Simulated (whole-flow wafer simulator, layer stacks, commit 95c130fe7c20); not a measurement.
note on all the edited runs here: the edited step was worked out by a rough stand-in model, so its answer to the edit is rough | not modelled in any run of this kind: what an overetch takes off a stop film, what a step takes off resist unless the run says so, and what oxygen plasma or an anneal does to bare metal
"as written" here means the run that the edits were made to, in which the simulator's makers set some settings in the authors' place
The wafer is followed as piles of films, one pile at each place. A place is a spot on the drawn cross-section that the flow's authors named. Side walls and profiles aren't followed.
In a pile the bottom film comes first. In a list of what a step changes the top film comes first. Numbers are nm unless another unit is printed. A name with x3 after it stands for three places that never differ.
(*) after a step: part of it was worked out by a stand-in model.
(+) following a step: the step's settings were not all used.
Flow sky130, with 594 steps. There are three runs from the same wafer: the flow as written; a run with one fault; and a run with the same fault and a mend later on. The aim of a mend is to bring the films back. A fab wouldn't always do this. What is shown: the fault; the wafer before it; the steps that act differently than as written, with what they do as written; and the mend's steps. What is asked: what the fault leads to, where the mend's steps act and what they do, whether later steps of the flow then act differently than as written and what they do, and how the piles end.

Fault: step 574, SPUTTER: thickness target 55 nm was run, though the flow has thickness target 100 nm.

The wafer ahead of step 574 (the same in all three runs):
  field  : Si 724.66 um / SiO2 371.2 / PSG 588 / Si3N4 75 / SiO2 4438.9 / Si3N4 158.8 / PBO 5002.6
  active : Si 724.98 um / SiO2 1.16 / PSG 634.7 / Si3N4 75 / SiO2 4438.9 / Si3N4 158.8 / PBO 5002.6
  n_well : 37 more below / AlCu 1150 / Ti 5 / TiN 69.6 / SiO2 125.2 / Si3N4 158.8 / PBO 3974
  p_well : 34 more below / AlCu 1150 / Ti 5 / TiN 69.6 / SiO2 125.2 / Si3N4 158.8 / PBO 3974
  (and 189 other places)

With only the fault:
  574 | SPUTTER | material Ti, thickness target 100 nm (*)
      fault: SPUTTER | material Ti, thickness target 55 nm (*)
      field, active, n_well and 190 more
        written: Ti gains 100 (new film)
        fault: Ti gains 55 (new film)
  Steps later in the flow that act otherwise than as written (7 more steps, not shown, differ only slightly: by at most 2% or 0.5 nm, whichever is larger):
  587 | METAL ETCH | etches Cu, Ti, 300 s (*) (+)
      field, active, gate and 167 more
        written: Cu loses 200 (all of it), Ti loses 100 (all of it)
        fault: Cu loses 200 (all of it), Ti loses 55 (all of it)
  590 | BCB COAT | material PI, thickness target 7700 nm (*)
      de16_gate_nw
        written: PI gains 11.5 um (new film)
        fault: PI gains 11.46 um (new film)
  The piles end different from the flow's at n_well, p_well, sd_n and 20 more by more than 2% or 0.5 nm, whichever is larger.
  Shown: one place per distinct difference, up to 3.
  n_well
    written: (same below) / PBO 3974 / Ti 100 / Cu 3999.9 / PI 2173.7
    fault: (same below) / PBO 3974 / Ti 55 / Cu 3999.9 / PI 2202.9
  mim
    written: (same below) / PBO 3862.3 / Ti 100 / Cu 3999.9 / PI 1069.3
    fault: (same below) / PBO 3862.3 / Ti 55 / Cu 3999.9 / PI 1111.4
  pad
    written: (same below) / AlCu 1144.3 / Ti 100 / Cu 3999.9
    fault: (same below) / AlCu 1144.3 / Ti 55 / Cu 3999.9

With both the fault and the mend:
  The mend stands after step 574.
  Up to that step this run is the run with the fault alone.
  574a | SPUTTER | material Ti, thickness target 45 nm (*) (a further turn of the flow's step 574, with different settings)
      field, active, n_well and 190 more
        Ti gains 45
  Every later step of the flow that is run acts as written at every place that is followed.
  At every place that both follow, the piles at the end match the flow's.
